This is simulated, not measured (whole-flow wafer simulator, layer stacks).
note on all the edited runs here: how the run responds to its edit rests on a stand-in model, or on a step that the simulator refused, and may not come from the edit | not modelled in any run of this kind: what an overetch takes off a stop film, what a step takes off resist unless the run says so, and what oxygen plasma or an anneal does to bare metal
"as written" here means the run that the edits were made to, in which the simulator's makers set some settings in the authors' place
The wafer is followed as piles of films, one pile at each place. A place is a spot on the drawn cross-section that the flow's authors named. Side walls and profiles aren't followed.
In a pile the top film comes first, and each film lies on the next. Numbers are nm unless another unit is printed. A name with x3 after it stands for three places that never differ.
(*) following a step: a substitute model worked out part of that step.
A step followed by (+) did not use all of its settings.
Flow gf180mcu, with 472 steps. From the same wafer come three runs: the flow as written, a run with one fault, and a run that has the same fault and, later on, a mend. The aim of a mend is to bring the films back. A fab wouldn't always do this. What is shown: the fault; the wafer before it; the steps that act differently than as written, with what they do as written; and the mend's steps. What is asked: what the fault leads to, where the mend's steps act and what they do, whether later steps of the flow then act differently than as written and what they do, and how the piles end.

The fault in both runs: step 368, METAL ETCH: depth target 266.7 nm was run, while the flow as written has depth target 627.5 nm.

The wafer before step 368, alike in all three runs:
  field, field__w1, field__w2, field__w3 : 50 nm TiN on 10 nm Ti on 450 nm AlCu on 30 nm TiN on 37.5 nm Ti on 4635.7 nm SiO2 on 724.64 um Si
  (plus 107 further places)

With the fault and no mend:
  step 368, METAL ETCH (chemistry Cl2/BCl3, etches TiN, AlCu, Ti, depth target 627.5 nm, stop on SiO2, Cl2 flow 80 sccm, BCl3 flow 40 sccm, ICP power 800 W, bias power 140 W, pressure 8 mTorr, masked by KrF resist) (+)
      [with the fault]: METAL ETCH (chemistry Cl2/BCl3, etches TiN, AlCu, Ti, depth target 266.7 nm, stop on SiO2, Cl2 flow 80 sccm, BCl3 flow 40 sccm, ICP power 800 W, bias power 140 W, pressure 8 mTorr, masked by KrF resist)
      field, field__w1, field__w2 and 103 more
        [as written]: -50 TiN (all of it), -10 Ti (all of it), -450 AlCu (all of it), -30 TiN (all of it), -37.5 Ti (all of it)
        [with the fault]: -50 TiN (all of it), -10 Ti (all of it), -206.7 AlCu
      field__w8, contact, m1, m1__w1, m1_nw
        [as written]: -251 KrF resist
        [with the fault]: -106.7 KrF resist
  Steps further on in the flow that do not act as written:
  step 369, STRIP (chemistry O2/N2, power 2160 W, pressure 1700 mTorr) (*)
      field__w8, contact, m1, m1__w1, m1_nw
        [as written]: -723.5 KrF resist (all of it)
        [with the fault]: -867.8 KrF resist (all of it)
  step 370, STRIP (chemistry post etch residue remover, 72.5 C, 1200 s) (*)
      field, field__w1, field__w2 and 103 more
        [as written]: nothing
        [with the fault]: -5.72 AlCu
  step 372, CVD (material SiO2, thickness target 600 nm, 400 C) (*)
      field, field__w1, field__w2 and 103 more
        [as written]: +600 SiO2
        [with the fault]: +600 SiO2 (new film)
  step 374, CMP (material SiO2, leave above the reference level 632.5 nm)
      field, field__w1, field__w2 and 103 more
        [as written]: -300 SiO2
        [with the fault]: -605.1 SiO2
  By the end, the piles at field, field__w1, field__w2 and 104 more depart from the flow's by more than 2% or 0.5 nm, whichever is larger.
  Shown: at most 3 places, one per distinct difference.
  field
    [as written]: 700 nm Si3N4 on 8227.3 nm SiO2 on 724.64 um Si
    [with the fault]: 700 nm Si3N4 on 3286.5 nm SiO2 on 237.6 nm AlCu on 30 nm TiN on 37.5 nm Ti on 4635.7 nm SiO2 on 724.64 um Si
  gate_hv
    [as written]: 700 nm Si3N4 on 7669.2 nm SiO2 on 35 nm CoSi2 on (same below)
    [with the fault]: 700 nm Si3N4 on 3286.5 nm SiO2 on 237.6 nm AlCu on 30 nm TiN on 37.5 nm Ti on 4077.6 nm SiO2 on 35 nm CoSi2 on (same below)
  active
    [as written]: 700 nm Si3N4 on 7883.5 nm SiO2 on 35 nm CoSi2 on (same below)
    [with the fault]: 700 nm Si3N4 on 3286.5 nm SiO2 on 237.6 nm AlCu on 30 nm TiN on 37.5 nm Ti on 4291.9 nm SiO2 on 35 nm CoSi2 on (same below)

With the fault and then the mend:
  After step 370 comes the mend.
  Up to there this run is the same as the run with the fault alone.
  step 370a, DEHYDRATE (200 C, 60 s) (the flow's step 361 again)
      alters no film at any place that is followed
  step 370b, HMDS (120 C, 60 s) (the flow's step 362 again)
      alters no film at any place that is followed
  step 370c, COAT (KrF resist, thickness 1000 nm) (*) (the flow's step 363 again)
      iso_ptap_pw, iso_ntap_nw, iso_nw_fld and 33 more
        +1000 KrF resist (new film)
      field_sub__w2, field_sub__w4, ld_gate_n and 13 more
        +1001.7 KrF resist (new film)
      field__w5, field__w6, field__w9 and 9 more
        +1001.8 KrF resist (new film)
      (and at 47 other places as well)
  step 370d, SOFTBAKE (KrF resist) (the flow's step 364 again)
      alters no film at any place that is followed
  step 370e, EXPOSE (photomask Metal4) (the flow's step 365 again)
      alters no film at any place that is followed
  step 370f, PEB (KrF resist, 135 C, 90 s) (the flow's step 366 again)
      field__w1, field__w2, field__w3 and 60 more
        -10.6 KrF resist
      iso_ptap_pw, iso_ntap_nw, iso_nw_fld and 33 more
        -10.5 KrF resist
      field__w8, m1
        -7.23 KrF resist
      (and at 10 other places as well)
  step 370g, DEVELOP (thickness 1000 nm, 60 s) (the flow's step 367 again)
      iso_ptap_pw, iso_ntap_nw, iso_nw_fld and 33 more
        -989.5 KrF resist (all of it)
      field__w5, field__w9, field_sub__w3 and 16 more
        -991.2 KrF resist (all of it)
      field__w6, field_sub, field_sub__w1 and 10 more
        -991.3 KrF resist (all of it)
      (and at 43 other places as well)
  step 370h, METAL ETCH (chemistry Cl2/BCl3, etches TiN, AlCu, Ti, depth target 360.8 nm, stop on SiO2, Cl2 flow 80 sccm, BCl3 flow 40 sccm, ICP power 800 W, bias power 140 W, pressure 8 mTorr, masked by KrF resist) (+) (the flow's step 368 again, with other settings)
      field, field__w1, field__w2 and 103 more
        -237.6 AlCu (all of it), -30 TiN (all of it), -37.5 Ti (all of it)
      field__w8, contact, m1, m1__w1, m1_nw
        -144.3 KrF resist
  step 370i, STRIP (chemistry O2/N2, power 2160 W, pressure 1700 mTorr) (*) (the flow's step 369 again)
      field__w8
        -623 KrF resist (all of it)
      contact
        -621.5 KrF resist (all of it)
      m1
        -622.9 KrF resist (all of it)
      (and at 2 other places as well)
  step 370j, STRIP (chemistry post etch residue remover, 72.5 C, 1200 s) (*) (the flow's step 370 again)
      field__w8, contact, m1, m1__w1, m1_nw
        -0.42 TiN
  Every later step of the flow that is run acts as written, at every place that is followed, to within 2% or 0.5 nm, whichever is larger.
  The piles end only slightly different from the flow's at the places that both follow, by no more than 2% or 0.5 nm, whichever is larger.
